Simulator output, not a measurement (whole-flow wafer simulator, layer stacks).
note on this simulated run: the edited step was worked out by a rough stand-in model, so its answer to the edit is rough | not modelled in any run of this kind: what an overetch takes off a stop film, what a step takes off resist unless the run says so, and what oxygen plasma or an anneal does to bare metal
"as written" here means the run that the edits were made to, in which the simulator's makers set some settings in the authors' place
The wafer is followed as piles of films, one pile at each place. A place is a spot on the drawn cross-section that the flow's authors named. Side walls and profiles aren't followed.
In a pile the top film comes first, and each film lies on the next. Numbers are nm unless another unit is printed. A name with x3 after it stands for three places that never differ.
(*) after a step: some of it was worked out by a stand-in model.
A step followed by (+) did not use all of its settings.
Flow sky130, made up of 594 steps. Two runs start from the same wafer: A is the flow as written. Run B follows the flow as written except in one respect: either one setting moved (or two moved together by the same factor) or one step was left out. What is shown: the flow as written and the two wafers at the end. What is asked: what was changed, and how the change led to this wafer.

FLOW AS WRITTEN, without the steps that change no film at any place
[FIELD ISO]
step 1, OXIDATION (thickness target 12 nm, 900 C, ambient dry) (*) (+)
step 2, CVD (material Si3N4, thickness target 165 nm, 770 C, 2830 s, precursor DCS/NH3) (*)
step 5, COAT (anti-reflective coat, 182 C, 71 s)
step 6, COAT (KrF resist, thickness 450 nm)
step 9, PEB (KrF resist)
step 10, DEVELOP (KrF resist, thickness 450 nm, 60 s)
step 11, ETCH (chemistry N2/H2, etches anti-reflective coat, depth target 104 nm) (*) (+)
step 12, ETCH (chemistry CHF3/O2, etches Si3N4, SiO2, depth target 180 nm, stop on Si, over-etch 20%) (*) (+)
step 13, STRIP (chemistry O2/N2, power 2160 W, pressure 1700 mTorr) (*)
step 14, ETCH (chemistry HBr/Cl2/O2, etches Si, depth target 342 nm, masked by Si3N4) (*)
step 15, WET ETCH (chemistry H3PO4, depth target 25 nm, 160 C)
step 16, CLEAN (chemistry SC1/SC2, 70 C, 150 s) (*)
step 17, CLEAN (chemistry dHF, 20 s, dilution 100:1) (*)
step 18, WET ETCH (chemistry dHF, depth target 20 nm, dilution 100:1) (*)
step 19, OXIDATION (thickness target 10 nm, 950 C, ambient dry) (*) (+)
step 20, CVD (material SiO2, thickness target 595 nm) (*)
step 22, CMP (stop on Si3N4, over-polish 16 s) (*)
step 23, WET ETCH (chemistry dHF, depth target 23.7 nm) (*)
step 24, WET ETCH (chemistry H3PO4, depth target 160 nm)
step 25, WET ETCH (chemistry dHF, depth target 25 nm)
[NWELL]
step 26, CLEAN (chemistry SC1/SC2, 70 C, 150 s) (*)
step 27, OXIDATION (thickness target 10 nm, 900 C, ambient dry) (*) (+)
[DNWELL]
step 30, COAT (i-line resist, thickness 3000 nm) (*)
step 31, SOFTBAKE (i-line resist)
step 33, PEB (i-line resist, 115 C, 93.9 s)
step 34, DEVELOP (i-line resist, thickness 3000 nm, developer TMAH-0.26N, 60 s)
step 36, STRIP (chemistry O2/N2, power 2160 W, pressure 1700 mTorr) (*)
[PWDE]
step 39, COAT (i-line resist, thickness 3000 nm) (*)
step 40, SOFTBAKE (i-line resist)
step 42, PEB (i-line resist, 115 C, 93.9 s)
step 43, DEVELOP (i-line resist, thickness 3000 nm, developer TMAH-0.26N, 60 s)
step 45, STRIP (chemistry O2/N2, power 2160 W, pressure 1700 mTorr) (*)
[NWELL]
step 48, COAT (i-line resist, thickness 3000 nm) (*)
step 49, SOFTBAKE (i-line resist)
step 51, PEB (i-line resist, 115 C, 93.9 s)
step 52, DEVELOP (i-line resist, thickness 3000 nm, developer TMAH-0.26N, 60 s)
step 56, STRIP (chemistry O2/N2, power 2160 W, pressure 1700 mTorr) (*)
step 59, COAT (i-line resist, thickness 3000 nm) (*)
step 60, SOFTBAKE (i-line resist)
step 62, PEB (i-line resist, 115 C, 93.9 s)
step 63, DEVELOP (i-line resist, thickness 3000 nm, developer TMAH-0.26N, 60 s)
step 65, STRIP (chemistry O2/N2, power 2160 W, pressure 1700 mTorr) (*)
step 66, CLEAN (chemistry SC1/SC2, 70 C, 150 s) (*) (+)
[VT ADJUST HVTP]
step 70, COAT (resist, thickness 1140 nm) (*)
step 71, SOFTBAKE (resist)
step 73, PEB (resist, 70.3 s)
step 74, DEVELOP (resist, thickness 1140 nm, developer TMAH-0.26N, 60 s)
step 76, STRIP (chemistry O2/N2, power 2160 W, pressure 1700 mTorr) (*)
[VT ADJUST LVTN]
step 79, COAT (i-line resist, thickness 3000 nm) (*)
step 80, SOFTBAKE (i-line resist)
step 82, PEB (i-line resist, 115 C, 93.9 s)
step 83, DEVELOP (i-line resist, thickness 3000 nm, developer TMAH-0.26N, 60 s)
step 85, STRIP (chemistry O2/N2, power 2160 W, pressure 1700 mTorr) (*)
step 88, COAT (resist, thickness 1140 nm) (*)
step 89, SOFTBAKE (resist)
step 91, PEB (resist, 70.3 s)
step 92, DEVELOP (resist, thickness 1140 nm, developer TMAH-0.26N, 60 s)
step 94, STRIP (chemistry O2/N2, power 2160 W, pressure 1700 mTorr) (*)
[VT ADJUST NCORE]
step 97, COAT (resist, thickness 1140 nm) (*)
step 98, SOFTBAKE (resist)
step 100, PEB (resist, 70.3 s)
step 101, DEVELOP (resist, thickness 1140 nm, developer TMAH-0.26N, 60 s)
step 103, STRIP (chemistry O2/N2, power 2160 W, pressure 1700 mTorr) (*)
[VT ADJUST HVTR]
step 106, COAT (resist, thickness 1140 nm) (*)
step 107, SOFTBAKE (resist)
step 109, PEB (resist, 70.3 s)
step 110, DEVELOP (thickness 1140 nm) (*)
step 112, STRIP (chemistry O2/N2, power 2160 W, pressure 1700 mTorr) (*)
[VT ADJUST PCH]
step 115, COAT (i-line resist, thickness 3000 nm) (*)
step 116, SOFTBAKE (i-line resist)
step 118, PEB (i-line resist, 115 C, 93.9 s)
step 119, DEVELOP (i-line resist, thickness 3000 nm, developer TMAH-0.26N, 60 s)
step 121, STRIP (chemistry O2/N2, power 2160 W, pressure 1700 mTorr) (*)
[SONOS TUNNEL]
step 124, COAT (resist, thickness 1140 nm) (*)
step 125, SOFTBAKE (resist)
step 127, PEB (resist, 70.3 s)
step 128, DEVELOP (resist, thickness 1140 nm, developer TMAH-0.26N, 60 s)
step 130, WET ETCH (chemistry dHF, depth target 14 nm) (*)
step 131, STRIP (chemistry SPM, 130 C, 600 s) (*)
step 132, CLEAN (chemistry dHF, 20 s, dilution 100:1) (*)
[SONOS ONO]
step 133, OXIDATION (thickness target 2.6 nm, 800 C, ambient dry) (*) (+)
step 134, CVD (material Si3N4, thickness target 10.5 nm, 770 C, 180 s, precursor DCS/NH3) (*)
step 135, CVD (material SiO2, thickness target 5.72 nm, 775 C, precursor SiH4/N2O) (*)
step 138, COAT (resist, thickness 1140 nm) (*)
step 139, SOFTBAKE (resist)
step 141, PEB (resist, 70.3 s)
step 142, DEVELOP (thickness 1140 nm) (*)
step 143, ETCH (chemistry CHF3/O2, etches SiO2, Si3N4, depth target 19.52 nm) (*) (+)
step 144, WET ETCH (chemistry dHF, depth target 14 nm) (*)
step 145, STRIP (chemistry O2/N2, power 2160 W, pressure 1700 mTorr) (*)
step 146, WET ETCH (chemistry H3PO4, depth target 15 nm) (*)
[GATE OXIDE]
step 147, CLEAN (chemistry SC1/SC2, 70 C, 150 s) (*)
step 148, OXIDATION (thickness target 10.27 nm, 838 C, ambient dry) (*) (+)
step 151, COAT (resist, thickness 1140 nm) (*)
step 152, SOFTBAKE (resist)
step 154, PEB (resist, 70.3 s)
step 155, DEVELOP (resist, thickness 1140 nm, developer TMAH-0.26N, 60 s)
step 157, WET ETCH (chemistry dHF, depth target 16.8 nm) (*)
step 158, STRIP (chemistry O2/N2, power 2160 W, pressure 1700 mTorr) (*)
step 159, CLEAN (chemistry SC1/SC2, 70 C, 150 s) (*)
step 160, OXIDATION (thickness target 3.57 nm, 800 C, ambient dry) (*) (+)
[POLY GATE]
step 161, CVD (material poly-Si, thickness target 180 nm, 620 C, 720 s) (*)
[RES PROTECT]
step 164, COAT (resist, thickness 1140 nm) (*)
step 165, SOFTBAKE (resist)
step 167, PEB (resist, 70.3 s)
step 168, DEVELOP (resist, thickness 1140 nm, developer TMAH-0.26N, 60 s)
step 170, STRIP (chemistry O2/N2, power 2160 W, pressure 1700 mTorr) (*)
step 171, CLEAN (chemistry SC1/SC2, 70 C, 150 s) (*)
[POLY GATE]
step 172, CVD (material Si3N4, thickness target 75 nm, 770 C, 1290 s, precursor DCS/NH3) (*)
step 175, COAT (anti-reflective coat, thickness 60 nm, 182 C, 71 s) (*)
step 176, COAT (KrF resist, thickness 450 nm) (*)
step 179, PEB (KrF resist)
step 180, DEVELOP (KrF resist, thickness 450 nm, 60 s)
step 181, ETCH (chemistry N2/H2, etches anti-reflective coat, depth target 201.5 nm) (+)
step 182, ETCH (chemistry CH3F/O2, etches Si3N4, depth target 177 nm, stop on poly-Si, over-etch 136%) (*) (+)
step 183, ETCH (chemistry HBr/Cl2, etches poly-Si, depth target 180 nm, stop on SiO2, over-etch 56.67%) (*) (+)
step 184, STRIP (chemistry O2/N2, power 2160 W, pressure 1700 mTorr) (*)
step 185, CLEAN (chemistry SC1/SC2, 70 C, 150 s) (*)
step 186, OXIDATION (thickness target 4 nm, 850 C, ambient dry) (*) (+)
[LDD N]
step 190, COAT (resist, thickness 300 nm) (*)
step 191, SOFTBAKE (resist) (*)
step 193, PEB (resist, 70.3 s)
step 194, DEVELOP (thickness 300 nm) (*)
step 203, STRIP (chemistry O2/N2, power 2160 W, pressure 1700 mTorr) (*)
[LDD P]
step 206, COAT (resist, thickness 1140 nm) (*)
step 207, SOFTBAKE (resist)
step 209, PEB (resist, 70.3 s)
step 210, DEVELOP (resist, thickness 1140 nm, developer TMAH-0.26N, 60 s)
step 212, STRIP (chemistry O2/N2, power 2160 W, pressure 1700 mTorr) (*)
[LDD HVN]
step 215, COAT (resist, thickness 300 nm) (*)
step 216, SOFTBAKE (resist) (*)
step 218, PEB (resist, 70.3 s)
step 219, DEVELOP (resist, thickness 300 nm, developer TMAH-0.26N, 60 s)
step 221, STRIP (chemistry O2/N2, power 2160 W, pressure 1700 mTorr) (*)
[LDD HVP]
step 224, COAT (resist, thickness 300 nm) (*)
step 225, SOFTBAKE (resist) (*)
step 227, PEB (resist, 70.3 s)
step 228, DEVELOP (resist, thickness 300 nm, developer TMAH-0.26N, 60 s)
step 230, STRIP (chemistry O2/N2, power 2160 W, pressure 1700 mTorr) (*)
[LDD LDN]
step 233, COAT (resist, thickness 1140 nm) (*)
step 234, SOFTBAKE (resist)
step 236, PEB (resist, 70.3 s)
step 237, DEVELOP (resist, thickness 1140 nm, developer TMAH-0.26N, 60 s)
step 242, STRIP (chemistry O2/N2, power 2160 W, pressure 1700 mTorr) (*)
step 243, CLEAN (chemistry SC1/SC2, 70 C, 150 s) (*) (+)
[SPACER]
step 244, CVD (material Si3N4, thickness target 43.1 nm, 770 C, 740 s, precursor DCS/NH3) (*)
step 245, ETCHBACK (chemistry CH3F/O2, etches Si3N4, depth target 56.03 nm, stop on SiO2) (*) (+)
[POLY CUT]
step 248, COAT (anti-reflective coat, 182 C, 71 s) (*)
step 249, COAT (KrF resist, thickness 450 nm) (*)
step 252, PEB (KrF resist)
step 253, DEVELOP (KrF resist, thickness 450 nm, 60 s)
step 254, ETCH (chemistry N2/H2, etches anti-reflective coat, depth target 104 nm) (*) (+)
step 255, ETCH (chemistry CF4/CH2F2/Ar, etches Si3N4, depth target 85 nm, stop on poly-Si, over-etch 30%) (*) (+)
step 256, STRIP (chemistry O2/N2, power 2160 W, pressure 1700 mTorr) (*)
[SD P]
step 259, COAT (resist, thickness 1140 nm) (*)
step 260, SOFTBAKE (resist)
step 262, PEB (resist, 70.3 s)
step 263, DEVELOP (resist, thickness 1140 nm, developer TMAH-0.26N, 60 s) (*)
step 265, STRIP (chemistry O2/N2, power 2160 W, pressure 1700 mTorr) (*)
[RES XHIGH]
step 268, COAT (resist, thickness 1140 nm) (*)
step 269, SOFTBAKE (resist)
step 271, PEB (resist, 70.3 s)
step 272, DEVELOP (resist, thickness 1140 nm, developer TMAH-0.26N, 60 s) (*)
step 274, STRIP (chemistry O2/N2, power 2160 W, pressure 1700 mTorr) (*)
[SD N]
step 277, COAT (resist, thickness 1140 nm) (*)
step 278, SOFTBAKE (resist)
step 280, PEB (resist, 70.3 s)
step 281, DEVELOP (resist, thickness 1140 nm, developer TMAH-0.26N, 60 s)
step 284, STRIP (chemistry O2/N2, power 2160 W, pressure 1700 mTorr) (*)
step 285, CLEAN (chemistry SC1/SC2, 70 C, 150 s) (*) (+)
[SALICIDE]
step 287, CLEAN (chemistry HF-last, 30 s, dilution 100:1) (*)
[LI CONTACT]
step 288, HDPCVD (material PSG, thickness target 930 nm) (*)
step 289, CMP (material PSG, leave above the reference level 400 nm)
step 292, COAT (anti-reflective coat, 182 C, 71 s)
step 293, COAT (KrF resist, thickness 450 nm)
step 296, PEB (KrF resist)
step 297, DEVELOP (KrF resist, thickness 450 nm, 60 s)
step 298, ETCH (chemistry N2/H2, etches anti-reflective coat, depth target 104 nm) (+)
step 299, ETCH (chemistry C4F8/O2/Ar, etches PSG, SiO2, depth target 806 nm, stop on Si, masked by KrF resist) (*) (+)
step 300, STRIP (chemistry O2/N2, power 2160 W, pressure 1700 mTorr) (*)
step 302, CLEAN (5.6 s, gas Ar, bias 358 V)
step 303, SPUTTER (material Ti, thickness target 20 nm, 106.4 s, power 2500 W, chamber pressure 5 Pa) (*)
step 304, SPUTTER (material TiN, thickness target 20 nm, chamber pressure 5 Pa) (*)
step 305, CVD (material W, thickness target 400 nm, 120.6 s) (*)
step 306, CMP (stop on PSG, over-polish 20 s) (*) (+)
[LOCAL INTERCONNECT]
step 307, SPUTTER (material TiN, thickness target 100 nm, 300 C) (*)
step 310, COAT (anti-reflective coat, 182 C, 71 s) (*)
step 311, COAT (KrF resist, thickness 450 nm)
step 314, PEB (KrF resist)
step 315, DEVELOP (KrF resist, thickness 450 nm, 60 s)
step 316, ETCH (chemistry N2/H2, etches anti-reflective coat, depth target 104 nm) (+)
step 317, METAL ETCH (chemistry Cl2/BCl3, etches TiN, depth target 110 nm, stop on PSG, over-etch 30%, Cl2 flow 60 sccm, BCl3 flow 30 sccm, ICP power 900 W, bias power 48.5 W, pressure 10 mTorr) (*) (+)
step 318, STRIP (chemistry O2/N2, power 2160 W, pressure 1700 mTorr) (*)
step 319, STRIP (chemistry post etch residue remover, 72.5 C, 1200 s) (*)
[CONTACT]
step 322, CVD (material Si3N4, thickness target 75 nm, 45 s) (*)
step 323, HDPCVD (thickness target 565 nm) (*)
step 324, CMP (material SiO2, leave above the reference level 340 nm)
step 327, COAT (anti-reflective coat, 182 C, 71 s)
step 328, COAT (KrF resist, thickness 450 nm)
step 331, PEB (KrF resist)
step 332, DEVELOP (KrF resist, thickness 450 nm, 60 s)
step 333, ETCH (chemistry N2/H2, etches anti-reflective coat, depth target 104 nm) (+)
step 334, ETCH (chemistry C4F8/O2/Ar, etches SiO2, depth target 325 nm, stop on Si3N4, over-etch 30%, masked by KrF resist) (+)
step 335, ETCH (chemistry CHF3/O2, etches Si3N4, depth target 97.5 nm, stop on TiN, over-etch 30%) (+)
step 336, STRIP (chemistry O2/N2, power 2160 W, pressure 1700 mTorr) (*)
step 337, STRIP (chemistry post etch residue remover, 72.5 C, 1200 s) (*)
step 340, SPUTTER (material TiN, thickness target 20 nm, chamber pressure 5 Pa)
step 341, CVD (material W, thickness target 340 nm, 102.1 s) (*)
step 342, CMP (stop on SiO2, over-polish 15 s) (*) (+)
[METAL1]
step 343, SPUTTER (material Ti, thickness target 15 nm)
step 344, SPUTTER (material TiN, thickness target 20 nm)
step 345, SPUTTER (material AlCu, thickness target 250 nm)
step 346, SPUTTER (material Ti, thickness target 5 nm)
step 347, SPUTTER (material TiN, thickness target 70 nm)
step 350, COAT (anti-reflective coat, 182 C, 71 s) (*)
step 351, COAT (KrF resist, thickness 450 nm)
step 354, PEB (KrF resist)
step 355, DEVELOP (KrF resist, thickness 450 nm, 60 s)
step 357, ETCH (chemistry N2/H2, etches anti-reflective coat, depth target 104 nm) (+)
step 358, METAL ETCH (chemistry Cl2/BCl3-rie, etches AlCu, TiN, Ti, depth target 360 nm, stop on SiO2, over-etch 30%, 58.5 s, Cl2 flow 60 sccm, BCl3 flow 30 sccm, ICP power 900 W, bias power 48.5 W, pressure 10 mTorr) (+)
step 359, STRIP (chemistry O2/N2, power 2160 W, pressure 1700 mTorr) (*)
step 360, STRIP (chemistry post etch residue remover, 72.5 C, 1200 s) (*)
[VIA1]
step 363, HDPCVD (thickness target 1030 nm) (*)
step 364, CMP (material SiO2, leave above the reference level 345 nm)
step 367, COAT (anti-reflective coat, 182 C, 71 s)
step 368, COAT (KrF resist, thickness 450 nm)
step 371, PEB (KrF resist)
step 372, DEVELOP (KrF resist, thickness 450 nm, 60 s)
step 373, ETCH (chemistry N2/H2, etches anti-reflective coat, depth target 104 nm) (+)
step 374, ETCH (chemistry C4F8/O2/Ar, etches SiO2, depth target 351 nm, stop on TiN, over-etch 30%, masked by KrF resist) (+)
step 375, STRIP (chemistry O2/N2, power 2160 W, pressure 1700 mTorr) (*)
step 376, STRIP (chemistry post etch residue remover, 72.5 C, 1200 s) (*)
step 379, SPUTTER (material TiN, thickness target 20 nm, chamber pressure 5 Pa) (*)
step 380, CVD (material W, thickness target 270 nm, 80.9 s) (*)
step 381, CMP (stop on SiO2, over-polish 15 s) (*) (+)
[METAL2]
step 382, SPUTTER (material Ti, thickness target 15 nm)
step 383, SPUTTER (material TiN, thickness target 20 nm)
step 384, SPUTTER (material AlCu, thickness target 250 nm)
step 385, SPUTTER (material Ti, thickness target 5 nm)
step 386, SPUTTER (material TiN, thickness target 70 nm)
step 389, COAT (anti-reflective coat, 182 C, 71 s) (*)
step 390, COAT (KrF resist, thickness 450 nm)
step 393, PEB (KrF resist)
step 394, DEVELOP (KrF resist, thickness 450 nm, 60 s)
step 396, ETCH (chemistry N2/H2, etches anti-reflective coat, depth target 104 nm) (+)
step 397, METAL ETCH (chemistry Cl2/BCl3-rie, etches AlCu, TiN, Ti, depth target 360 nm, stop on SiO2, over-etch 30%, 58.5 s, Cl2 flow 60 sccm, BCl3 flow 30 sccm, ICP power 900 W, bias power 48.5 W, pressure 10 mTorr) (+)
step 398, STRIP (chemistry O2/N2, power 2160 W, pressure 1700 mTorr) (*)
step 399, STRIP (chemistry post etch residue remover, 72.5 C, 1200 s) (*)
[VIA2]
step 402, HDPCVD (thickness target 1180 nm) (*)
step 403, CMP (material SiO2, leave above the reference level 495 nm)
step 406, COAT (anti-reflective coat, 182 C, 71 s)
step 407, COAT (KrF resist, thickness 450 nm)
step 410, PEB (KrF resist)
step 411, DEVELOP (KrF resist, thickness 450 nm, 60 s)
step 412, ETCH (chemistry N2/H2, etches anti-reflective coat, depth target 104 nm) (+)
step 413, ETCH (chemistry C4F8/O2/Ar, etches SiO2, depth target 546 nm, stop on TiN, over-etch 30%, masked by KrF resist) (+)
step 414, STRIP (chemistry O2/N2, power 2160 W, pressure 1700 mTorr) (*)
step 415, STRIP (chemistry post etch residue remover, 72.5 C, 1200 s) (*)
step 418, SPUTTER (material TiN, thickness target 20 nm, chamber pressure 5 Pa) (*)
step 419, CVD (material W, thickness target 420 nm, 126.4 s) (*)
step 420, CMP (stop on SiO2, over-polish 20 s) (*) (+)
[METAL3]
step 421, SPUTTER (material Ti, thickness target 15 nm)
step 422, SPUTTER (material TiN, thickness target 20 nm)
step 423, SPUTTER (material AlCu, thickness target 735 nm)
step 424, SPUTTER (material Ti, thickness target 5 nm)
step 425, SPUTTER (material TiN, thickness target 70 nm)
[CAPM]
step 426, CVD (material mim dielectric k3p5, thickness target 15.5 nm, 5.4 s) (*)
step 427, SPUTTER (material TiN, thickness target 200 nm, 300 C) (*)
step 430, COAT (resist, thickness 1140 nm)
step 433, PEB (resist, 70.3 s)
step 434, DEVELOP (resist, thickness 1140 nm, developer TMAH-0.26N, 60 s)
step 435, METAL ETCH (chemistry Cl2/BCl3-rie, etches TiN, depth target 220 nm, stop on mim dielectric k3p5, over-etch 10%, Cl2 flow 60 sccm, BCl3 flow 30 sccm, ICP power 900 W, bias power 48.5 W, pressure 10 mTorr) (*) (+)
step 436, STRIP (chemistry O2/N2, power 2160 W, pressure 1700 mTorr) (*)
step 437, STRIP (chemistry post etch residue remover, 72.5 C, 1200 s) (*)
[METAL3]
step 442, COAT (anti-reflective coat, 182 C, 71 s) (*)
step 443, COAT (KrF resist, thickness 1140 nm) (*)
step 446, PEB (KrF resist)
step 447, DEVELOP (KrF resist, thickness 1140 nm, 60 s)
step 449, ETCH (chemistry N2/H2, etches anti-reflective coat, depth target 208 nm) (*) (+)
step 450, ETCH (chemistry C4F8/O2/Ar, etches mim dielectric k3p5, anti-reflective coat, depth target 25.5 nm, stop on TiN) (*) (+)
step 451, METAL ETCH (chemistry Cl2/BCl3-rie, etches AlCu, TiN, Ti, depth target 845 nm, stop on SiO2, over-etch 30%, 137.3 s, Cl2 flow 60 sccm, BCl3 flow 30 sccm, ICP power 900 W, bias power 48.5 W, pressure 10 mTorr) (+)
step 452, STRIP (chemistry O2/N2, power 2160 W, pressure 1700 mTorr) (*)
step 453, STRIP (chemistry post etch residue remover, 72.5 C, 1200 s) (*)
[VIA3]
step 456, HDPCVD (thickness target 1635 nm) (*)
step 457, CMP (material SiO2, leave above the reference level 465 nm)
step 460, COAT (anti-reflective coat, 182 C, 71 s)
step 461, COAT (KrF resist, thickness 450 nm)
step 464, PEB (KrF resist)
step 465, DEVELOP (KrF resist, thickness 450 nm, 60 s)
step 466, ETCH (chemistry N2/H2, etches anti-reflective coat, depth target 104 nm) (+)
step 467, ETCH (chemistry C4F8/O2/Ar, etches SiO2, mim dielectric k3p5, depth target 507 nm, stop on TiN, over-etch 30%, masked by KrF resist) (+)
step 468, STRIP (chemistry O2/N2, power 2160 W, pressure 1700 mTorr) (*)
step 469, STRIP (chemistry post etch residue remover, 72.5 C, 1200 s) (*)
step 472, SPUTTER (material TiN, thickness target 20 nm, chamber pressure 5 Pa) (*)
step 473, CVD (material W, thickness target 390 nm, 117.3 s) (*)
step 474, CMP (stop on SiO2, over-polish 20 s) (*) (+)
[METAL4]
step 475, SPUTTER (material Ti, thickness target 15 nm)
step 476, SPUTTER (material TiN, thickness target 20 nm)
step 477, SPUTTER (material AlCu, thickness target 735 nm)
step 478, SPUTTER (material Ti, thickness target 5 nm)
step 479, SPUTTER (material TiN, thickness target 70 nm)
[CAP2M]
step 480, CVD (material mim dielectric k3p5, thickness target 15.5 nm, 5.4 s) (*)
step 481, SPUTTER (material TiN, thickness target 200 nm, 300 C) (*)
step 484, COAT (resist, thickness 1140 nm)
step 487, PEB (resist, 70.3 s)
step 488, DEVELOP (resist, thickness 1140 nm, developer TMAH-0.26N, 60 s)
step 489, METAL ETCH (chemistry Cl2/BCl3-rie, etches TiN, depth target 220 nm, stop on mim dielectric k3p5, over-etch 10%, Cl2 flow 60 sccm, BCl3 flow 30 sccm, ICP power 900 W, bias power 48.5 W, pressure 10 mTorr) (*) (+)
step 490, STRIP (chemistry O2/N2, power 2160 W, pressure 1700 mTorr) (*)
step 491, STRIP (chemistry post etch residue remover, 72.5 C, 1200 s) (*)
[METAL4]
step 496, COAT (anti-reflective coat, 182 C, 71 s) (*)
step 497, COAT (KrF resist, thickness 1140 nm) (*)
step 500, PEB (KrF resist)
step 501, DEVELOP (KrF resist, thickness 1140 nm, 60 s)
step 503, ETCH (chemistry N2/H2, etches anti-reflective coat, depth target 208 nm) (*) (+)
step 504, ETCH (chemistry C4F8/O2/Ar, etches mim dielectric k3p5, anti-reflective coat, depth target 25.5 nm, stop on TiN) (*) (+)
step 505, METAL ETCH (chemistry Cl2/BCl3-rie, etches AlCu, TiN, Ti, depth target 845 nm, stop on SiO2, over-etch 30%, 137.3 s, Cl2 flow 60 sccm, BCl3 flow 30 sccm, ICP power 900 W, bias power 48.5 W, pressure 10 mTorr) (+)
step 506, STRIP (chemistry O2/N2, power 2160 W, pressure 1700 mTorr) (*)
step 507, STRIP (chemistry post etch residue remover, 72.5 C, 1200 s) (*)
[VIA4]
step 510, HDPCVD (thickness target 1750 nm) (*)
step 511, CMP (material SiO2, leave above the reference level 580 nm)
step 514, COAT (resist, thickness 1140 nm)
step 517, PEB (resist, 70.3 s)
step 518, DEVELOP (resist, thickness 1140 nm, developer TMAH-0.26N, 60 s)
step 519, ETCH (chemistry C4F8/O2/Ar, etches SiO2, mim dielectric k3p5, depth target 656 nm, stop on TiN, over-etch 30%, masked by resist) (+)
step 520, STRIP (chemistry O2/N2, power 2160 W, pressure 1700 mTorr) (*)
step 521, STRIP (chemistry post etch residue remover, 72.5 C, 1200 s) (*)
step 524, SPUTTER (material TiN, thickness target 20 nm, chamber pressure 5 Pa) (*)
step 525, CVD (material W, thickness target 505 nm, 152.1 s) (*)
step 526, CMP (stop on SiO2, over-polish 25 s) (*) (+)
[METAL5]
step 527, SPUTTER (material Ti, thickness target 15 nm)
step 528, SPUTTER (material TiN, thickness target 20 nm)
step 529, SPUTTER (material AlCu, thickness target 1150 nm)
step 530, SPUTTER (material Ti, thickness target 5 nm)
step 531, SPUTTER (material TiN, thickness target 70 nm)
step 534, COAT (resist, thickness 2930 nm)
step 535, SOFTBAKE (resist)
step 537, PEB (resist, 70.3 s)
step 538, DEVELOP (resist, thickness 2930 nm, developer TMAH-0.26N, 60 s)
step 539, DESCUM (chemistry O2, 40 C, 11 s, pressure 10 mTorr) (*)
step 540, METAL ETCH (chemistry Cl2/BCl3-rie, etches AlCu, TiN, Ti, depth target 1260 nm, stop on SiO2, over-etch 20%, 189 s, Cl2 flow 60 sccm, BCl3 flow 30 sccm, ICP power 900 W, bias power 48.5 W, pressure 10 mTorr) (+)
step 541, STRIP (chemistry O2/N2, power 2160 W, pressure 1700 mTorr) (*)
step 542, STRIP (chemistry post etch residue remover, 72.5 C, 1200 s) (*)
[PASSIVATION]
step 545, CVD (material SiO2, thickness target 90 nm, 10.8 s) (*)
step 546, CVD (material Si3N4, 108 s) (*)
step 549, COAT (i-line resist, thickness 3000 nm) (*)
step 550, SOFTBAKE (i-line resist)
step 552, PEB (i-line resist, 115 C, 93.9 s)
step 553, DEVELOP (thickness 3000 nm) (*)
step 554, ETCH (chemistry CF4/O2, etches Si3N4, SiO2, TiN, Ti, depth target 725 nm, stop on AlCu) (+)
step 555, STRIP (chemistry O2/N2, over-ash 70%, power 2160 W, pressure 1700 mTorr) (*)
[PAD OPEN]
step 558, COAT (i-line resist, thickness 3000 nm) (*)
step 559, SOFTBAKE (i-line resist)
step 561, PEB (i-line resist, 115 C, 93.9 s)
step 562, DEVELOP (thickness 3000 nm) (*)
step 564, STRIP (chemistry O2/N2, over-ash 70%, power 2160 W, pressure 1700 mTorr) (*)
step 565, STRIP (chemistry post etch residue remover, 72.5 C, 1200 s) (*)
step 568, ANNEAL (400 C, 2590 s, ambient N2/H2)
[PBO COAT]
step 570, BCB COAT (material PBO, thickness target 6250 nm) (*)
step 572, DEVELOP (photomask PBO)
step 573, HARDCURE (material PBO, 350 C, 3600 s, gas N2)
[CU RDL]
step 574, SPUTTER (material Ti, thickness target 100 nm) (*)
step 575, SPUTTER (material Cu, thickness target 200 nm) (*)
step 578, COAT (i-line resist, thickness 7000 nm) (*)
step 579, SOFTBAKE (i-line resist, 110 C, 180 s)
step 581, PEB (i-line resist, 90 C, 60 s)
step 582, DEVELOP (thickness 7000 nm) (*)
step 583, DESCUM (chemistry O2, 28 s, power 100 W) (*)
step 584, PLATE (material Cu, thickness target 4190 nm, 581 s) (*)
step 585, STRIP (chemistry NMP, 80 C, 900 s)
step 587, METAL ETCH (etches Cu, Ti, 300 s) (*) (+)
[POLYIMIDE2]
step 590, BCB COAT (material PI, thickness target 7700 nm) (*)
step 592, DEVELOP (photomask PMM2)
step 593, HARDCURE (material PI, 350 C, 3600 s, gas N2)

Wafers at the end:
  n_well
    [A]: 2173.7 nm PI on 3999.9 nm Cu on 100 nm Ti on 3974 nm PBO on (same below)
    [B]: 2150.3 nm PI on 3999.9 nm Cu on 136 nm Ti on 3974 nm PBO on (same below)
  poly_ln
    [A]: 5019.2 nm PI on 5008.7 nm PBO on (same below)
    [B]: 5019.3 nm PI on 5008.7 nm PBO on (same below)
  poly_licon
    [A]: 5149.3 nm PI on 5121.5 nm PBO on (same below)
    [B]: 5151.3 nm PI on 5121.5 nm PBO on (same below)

The reason: step 574, SPUTTER: thickness target 136 nm was run, though the flow has thickness target 100 nm.
One can read it off the wafer: n_well has Ti 136, and step 574 as written asks for 100 nm.

The path from the change to this, step by step:
  step 574, SPUTTER (material Ti, thickness target 100 nm) (*)
      field, active, n_well and 190 more: A +100 Ti (new film) | B +136 Ti (new film)
  step 587, METAL ETCH (etches Cu, Ti, 300 s) (*) (+)
      field, active, gate and 167 more: A -200 Cu (all of it), -100 Ti (all of it) | B -200 Cu (all of it), -136 Ti (all of it)
  step 590, BCB COAT (material PI, thickness target 7700 nm) (*)
      de16_gate_nw: A +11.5 um PI (new film) | B +11.54 um PI (new film)
